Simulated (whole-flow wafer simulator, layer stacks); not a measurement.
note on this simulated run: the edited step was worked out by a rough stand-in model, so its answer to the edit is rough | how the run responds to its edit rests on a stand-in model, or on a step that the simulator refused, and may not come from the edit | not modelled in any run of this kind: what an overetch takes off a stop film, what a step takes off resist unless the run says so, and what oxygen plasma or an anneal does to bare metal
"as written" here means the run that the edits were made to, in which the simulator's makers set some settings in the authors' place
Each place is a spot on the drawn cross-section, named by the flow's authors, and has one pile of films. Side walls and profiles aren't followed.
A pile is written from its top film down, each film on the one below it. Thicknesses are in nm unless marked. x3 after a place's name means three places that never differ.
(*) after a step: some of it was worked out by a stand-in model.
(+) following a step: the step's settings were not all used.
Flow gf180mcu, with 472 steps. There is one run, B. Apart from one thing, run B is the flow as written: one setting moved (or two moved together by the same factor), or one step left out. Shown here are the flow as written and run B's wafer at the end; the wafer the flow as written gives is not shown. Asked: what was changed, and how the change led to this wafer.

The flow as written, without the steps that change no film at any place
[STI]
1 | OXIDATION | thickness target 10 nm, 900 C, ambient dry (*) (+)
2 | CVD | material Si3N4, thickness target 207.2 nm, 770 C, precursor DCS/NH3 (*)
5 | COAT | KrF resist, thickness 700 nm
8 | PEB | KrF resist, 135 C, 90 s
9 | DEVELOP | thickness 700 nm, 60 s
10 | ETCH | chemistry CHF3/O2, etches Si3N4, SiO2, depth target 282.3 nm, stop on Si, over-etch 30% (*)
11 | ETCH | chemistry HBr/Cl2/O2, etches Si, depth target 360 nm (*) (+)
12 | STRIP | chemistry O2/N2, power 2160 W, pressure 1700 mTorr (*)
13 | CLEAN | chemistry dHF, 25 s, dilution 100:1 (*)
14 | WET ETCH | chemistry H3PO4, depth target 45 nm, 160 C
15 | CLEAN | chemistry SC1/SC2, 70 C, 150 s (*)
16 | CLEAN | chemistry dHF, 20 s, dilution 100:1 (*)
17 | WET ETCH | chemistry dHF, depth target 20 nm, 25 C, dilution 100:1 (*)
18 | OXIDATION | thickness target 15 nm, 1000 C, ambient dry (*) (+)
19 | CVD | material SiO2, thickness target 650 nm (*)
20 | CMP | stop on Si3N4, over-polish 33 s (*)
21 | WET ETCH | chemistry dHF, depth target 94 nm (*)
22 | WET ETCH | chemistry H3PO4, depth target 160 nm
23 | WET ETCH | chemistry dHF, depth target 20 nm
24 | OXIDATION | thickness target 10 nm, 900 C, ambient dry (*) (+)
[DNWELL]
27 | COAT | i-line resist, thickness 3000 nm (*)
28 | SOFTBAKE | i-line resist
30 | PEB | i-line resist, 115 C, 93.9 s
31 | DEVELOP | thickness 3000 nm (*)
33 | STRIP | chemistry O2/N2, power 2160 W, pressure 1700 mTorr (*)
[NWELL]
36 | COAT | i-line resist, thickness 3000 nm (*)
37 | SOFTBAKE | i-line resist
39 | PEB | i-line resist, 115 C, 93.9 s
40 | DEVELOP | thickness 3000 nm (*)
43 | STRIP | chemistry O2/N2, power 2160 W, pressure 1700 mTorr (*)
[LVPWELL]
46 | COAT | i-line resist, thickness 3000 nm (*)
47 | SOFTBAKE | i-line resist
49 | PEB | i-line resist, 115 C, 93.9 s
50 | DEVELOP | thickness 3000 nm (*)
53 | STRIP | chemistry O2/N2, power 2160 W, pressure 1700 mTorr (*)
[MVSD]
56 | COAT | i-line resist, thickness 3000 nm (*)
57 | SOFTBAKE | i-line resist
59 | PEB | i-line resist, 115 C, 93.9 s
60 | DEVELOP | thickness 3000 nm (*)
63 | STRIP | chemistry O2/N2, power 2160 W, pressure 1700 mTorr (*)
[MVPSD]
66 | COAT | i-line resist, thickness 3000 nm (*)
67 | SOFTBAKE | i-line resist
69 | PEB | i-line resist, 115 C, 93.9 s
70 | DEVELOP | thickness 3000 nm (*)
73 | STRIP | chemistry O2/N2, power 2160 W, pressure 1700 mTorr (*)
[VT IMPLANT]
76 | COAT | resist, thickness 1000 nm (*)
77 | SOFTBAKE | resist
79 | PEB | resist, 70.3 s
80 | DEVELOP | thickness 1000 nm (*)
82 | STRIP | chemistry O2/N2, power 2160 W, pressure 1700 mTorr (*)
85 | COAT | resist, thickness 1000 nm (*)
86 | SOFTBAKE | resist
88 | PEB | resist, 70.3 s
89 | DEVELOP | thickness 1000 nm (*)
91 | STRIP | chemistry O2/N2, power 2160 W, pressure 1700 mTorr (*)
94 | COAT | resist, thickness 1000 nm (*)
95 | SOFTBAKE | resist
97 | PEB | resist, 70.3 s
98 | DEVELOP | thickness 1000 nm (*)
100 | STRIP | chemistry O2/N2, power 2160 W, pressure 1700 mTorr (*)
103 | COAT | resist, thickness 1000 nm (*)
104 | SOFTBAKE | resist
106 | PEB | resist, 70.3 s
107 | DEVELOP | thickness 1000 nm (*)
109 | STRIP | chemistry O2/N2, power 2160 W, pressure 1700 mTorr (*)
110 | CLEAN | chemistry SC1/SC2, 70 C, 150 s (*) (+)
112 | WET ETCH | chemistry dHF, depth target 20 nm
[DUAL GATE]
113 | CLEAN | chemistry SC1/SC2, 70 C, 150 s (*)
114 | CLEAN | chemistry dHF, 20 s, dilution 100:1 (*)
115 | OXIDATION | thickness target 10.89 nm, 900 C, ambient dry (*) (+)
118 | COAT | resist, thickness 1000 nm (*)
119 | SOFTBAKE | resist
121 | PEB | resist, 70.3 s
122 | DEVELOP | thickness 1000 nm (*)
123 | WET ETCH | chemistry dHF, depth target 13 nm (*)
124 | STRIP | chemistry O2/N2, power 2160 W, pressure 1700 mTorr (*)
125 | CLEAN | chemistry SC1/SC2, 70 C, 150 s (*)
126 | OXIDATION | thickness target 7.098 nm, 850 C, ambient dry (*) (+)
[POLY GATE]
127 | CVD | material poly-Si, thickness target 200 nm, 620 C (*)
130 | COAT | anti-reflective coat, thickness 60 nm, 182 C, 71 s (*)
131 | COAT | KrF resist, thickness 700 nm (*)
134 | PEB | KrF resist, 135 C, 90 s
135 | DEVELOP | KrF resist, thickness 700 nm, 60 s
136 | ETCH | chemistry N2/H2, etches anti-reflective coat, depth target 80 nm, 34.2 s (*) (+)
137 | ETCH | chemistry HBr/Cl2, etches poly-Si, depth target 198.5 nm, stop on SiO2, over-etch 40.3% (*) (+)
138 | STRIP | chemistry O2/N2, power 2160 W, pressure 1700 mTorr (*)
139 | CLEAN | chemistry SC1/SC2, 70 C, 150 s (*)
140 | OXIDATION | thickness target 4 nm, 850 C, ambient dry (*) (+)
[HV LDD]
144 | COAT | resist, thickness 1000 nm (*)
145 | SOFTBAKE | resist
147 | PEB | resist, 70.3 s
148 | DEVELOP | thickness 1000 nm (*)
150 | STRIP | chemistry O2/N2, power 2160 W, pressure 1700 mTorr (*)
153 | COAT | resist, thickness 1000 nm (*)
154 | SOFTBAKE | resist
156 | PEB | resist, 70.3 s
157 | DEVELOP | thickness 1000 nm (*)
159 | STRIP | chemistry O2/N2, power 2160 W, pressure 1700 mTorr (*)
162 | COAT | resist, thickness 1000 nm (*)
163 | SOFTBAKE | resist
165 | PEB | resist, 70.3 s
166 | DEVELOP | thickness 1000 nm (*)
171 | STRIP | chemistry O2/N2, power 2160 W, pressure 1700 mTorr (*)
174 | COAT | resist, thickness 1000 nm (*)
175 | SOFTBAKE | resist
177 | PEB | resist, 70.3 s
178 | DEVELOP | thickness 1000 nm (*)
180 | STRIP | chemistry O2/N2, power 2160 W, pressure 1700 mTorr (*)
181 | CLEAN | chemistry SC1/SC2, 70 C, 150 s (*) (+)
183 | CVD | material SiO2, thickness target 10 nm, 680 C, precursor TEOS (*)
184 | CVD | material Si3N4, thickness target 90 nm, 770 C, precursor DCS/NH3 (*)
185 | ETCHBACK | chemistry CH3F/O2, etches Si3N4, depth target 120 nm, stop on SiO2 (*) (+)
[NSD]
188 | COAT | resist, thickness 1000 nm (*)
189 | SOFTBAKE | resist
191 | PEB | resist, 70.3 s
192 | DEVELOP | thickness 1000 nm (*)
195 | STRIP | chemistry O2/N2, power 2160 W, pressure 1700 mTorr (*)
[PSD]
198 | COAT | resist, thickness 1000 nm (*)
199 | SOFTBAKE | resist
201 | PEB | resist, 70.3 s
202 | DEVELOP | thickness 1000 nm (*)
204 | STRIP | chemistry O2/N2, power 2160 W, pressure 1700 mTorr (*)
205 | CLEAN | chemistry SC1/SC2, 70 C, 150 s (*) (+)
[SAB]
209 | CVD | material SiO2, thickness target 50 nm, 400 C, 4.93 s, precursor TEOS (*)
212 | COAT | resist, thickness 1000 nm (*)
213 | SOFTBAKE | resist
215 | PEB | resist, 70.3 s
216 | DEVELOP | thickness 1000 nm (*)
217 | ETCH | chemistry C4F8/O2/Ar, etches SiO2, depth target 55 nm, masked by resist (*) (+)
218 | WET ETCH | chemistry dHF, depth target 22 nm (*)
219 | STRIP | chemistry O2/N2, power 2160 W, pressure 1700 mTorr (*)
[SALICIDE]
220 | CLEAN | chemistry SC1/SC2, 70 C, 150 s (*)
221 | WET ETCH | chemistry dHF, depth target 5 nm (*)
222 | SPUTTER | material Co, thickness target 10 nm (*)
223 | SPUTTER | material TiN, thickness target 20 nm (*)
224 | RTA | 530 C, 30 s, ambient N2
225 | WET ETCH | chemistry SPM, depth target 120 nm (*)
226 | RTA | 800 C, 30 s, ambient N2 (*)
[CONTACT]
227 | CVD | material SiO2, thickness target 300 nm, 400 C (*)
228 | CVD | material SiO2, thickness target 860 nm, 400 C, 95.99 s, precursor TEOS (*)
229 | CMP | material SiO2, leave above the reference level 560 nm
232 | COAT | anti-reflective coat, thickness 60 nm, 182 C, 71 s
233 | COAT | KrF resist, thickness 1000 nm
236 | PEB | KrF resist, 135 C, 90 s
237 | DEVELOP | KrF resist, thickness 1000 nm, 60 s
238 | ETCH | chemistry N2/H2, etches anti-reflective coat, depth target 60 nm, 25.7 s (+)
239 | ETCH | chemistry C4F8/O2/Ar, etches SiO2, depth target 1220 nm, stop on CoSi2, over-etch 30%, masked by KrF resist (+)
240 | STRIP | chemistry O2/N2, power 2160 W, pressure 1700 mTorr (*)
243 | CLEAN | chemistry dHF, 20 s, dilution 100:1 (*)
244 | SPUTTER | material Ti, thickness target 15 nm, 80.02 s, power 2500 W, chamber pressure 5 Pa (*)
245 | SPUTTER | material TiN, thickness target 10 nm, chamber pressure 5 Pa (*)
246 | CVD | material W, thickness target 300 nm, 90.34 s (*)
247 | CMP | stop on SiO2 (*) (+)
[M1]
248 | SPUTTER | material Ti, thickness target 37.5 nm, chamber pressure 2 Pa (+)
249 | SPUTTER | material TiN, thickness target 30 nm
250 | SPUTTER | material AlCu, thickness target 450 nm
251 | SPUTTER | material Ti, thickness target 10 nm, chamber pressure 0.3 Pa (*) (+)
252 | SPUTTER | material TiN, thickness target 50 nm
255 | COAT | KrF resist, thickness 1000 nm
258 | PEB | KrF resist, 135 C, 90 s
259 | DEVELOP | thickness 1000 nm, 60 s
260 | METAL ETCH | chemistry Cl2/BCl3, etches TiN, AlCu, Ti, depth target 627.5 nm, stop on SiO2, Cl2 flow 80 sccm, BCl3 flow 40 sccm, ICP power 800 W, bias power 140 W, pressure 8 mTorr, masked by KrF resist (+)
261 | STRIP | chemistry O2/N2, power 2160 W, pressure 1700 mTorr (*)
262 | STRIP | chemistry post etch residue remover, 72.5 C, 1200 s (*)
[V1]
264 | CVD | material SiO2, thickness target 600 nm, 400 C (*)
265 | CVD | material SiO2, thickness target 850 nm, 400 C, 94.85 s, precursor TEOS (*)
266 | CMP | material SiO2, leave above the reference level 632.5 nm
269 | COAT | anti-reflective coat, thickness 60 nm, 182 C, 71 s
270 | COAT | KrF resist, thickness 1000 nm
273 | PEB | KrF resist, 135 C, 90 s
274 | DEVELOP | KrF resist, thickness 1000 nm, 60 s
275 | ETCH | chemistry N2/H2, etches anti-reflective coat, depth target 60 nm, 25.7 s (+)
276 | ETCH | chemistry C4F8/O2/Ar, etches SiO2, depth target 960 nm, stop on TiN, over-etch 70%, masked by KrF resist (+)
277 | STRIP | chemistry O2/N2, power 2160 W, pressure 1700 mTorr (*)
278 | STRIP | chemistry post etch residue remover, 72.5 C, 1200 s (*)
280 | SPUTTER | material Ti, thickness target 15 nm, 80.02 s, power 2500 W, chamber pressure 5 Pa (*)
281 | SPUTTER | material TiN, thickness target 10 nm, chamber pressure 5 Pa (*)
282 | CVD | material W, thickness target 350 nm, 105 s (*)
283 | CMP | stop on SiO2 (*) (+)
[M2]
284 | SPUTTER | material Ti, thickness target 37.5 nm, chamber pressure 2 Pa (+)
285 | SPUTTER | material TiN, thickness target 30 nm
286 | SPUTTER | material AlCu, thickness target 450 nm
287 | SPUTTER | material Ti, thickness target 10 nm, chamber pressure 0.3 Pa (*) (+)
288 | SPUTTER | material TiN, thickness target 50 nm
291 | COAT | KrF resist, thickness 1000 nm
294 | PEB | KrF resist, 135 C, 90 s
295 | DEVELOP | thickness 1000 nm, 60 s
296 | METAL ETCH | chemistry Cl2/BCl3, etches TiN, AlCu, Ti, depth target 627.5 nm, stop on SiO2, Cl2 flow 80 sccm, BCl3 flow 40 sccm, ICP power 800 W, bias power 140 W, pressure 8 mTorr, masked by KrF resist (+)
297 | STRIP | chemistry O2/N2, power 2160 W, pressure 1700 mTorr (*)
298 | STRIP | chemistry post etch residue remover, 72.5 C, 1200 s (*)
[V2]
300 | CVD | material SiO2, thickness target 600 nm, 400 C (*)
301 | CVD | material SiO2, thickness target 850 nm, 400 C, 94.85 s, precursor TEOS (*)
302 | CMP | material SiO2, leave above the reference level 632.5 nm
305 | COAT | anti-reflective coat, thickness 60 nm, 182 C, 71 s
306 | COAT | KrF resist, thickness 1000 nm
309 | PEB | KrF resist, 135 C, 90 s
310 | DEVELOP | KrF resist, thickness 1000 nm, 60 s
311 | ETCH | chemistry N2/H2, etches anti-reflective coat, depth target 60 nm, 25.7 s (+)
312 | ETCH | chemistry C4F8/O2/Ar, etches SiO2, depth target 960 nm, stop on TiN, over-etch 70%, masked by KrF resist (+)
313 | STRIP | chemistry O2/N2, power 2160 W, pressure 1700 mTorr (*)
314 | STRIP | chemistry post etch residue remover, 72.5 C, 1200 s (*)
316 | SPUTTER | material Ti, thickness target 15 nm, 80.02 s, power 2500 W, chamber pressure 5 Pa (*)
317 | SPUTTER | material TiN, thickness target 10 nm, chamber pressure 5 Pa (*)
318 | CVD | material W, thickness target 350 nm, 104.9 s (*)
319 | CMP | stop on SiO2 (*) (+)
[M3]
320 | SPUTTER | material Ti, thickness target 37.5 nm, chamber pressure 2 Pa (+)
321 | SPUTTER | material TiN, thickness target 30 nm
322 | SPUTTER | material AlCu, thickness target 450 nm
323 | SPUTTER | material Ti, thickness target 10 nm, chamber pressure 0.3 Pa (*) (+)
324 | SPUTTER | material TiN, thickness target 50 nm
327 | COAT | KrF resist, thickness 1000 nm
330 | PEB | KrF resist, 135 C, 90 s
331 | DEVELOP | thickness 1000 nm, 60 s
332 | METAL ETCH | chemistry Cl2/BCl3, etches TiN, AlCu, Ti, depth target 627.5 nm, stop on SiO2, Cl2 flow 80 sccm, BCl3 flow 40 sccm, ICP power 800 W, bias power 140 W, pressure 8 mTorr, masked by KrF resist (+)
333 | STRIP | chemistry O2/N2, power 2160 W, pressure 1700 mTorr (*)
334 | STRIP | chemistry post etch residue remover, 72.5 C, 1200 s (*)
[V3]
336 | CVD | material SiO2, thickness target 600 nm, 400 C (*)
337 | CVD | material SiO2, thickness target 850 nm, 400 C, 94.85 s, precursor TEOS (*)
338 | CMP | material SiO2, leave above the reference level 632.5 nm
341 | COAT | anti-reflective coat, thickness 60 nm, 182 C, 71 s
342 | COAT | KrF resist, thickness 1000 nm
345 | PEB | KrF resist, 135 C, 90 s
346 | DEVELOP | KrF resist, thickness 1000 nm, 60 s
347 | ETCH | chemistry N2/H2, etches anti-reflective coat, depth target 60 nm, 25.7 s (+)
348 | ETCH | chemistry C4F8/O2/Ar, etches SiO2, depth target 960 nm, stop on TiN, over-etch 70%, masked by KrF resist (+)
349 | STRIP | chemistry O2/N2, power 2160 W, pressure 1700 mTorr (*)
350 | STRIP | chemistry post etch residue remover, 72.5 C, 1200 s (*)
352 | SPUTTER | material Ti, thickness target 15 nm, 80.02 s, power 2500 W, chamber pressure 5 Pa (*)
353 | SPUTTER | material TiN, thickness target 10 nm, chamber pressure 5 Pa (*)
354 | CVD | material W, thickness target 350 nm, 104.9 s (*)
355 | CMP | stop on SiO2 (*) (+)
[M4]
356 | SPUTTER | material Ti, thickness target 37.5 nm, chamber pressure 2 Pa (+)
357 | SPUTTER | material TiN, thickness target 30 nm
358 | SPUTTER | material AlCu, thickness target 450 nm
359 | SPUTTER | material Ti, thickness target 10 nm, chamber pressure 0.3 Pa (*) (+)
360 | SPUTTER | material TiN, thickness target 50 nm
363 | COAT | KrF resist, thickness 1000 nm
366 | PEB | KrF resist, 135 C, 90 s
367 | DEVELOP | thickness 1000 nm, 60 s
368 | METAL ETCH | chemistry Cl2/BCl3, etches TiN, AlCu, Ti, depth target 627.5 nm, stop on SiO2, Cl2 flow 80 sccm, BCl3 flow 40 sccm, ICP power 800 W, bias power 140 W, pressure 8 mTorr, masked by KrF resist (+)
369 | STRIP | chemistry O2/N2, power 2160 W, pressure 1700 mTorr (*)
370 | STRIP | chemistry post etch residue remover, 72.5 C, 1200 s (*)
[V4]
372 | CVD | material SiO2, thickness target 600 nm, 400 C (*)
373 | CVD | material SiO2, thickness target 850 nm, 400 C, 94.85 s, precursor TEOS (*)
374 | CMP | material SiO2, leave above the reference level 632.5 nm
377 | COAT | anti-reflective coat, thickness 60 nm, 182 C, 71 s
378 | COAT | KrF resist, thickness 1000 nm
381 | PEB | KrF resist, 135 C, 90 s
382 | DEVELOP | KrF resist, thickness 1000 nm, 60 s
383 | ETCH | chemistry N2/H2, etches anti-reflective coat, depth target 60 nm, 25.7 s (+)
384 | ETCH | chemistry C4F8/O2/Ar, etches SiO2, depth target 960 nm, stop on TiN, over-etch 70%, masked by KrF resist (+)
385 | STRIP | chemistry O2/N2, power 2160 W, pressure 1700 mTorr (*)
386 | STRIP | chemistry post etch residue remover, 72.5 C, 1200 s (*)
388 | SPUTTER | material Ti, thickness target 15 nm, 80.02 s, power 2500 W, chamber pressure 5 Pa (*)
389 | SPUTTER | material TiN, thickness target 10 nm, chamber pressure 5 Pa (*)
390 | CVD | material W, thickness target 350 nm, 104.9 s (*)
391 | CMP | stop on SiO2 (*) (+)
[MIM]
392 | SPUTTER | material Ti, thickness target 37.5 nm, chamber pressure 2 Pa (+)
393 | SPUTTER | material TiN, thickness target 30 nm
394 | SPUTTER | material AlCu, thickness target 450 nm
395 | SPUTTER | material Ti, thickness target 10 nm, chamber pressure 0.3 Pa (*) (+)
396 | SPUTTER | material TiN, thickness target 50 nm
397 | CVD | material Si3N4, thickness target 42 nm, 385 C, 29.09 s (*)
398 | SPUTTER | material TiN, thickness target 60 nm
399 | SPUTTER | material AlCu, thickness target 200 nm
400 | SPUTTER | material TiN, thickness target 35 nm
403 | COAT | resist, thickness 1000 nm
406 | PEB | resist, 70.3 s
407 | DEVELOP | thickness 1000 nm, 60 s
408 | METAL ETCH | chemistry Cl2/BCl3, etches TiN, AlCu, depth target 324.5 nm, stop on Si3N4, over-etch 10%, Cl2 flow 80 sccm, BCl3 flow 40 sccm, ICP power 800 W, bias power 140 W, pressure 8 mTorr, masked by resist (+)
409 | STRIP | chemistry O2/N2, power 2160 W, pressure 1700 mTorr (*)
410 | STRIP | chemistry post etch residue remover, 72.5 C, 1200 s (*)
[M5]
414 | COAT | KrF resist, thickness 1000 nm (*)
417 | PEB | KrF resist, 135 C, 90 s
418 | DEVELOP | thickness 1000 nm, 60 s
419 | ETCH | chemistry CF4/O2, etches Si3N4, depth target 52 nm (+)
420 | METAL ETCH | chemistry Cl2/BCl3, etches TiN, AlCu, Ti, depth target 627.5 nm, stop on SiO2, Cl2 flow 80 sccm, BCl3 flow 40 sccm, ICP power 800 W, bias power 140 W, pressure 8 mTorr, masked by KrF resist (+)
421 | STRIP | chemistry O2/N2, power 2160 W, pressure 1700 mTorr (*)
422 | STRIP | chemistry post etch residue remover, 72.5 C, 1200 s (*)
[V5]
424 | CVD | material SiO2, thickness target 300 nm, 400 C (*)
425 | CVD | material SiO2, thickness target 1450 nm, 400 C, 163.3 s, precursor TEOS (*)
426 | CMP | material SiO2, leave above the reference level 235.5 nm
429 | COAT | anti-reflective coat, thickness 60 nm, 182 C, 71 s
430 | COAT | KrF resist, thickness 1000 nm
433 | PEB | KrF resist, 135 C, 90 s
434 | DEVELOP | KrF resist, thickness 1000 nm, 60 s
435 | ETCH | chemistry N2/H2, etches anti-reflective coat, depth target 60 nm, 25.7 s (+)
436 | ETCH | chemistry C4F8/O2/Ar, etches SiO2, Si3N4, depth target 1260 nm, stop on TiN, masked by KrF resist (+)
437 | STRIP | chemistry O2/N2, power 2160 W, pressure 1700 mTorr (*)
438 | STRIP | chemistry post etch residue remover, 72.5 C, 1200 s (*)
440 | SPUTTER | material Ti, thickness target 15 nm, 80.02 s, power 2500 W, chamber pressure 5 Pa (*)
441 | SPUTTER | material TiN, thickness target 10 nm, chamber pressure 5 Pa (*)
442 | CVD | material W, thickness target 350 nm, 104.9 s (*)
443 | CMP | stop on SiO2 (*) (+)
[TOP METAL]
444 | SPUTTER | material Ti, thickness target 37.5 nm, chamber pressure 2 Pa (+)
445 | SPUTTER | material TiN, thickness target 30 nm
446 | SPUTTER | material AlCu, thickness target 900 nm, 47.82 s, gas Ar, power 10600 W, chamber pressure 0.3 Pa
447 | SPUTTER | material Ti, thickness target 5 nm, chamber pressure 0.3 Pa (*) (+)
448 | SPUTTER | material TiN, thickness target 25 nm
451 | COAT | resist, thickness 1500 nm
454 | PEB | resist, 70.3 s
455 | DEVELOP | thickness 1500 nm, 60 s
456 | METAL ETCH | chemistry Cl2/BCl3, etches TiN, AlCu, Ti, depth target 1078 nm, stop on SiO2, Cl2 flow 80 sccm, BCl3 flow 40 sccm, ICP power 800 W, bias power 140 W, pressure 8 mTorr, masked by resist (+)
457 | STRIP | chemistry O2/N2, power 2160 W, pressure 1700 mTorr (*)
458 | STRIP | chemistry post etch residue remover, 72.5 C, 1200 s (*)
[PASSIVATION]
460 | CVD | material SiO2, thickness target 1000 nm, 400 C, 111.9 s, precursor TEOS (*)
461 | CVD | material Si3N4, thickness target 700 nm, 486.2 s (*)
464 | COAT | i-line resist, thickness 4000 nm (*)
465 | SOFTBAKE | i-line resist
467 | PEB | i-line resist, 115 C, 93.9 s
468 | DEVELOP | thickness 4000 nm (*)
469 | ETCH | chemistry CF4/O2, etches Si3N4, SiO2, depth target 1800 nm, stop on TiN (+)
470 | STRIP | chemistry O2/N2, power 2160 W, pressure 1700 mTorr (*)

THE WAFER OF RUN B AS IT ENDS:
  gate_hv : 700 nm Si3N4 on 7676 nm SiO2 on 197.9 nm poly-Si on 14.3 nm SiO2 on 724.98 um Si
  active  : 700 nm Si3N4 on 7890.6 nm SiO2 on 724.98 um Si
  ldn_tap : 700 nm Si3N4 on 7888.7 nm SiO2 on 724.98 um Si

What caused this: step 185, ETCHBACK: depth target 87 nm was run, whereas the flow has depth target 120 nm.

How this came from the change, step by step:
  185 | ETCHBACK | chemistry CH3F/O2, etches Si3N4, depth target 120 nm, stop on SiO2 (*) (+)
      field, field__w1, field__w2 and 100 more: Si3N4 loses 87 (it would be, as written: Si3N4 loses 90 (all of it), SiO2 loses 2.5)
  189 | SOFTBAKE | resist
      field__w9: resist loses 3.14 (it would be, as written: resist gains 6.92)
      nw_enc_fld_lv: resist gains 5.57 (it would be, as written: resist gains 0.86)
  199 | SOFTBAKE | resist
      field__w9: resist loses 3.14 (it would be, as written: resist gains 6.92)
      nw_enc_fld_lv: resist gains 5.57 (it would be, as written: resist gains 0.86)
  205 | CLEAN | chemistry SC1/SC2, 70 C, 150 s (*) (+)
      field, field__w1, field__w2 and 105 more: Si3N4 loses 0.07 (it would be, as written: SiO2 loses 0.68)
  209 | CVD | material SiO2, thickness target 50 nm, 400 C, 4.93 s, precursor TEOS (*)
      field, field__w7, field__w8 and 73 more: SiO2 gains 50 (new film) (it would be, as written: SiO2 gains 50)
      field_sub__w1, field_sub__w3, field_sub__w4, field_sub__w5, ld_drift_n: SiO2 gains 48.8 (new film) (it would be, as written: SiO2 gains 48.9)
      (and at 27 other places as well)
  217 | ETCH | chemistry C4F8/O2/Ar, etches SiO2, depth target 55 nm, masked by resist (*) (+)
      field, field__w7, field__w8 and 70 more: SiO2 loses 50 (all of it), Si3N4 loses 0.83 (it would be, as written: SiO2 loses 55)
      field_sub__w1, field_sub__w3, field_sub__w4, field_sub__w5, ld_drift_n: SiO2 loses 48.8 (all of it), Si3N4 loses 1.03 (it would be, as written: SiO2 loses 55)
      (and at 21 other places as well)
  218 | WET ETCH | chemistry dHF, depth target 22 nm (*)
      gate, gate_hv, gate_p and 22 more: Si3N4 loses 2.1 (all of it), SiO2 loses 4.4 (it would be, as written: SiO2 loses 5.48 (all of it))
      field__w7, field__w8, field__w11 and 14 more: Si3N4 loses 2.1 (all of it), SiO2 loses 4.4 (it would be, as written: SiO2 loses 24.6)
      (and at 57 other places as well)
  219 | STRIP | chemistry O2/N2, power 2160 W, pressure 1700 mTorr (*)
      gate, gate_hv, gate_p and 23 more: nothing (it would be, as written: chemical SiO2 gains 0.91 (new film), poly-Si loses 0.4)
      active, p_well, sd_n and 20 more: nothing (it would be, as written: chemical SiO2 gains 0.91 (new film), Si loses 0.4)
  220 | CLEAN | chemistry SC1/SC2, 70 C, 150 s (*)
      gate, gate_hv, gate_p and 23 more: SiO2 loses 0.68 (it would be, as written: chemical SiO2 loses 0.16, poly-Si loses 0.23)
      active, p_well, sd_n and 19 more: SiO2 loses 0.68 (it would be, as written: chemical SiO2 loses 0.16, Si loses 0.23)
  221 | WET ETCH | chemistry dHF, depth target 5 nm (*)
      active, gate, gate_hv and 35 more: SiO2 loses 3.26 (it would be, as written: chemical SiO2 loses 0.76 (all of it))
      p_well, active_hv, ld_body_p_dnw, sd_p_hv: SiO2 loses 3.25 (it would be, as written: chemical SiO2 loses 0.76 (all of it))
      (and at 8 other places as well)
  223 | SPUTTER | material TiN, thickness target 20 nm (*)
      ld_drift_p: TiN gains 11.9 (new film) (it would be, as written: TiN gains 10.9 (new film))
      ld_drn_p: TiN gains 15.8 (new film) (it would be, as written: TiN gains 16.4 (new film))
  224 | RTA | 530 C, 30 s, ambient N2
      gate, gate_hv, gate_p and 22 more: nothing (it would be, as written: under 1 film: CoSi gains 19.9 (new film), Co loses 10 (all of it), poly-Si loses 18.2)
      active, p_well, sd_n and 11 more: nothing (it would be, as written: under 1 film: CoSi gains 19.9 (new film), Co loses 10 (all of it), Si loses 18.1)
      (and at 10 other places as well)
  225 | WET ETCH | chemistry SPM, depth target 120 nm (*)
      active, p_well, gate and 36 more: TiN loses 20 (all of it), Co loses 10 (all of it) (it would be, as written: TiN loses 20 (all of it))
      sd_p: TiN loses 18 (all of it), Co loses 9.11 (all of it) (it would be, as written: TiN loses 17.9 (all of it))
      (and at 10 other places as well)
  226 | RTA | 800 C, 30 s, ambient N2 (*)
      gate, gate_hv, gate_p and 22 more: nothing (it would be, as written: CoSi2 gains 35 (new film), CoSi loses 19.9 (all of it), poly-Si loses 18.2)
      active, p_well, sd_n and 11 more: nothing (it would be, as written: CoSi2 gains 35 (new film), CoSi loses 19.9 (all of it), Si loses 18.1)
      (and at 10 other places as well)
  227 | CVD | material SiO2, thickness target 300 nm, 400 C (*)
      active, p_well, gate and 46 more: SiO2 gains 300 (it would be, as written: SiO2 gains 300 (new film))
  229 | CMP | material SiO2, leave above the reference level 560 nm
      ldn_sep__w1, ldn_sep__w2, ldn_dft and 8 more: SiO2 loses 329.9 (it would be, as written: SiO2 loses 311)
      sti, mim_1p0, pad, dice_street, iso_fld_sub: SiO2 loses 315.7 (it would be, as written: SiO2 loses 296.8)
      (and at 47 other places as well)
  ... 4 further steps ...
  471 | ANNEAL | 400 C, 1800 s, ambient N2/H2
      polyc_n, polyc_p: under 9 films: void gains 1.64 (new film), Ti loses 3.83, TiSi first gains 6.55 (new film), poly-Si loses 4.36 (it would be, as written: nothing)
      contact: under 49 films: void gains 1.62 (new film), Ti loses 3.83, TiSi first gains 6.55 (new film), Si loses 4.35 (it would be, as written: nothing)
If metal films that touch count as one body, gate_hv has 0 bodies; the flow as written gives 1 body.
If metal films that touch count as one body, active has 0 bodies; the flow as written gives 1 body.
If metal films that touch count as one body, ldn_tap has 0 bodies; the flow as written gives 1 body.
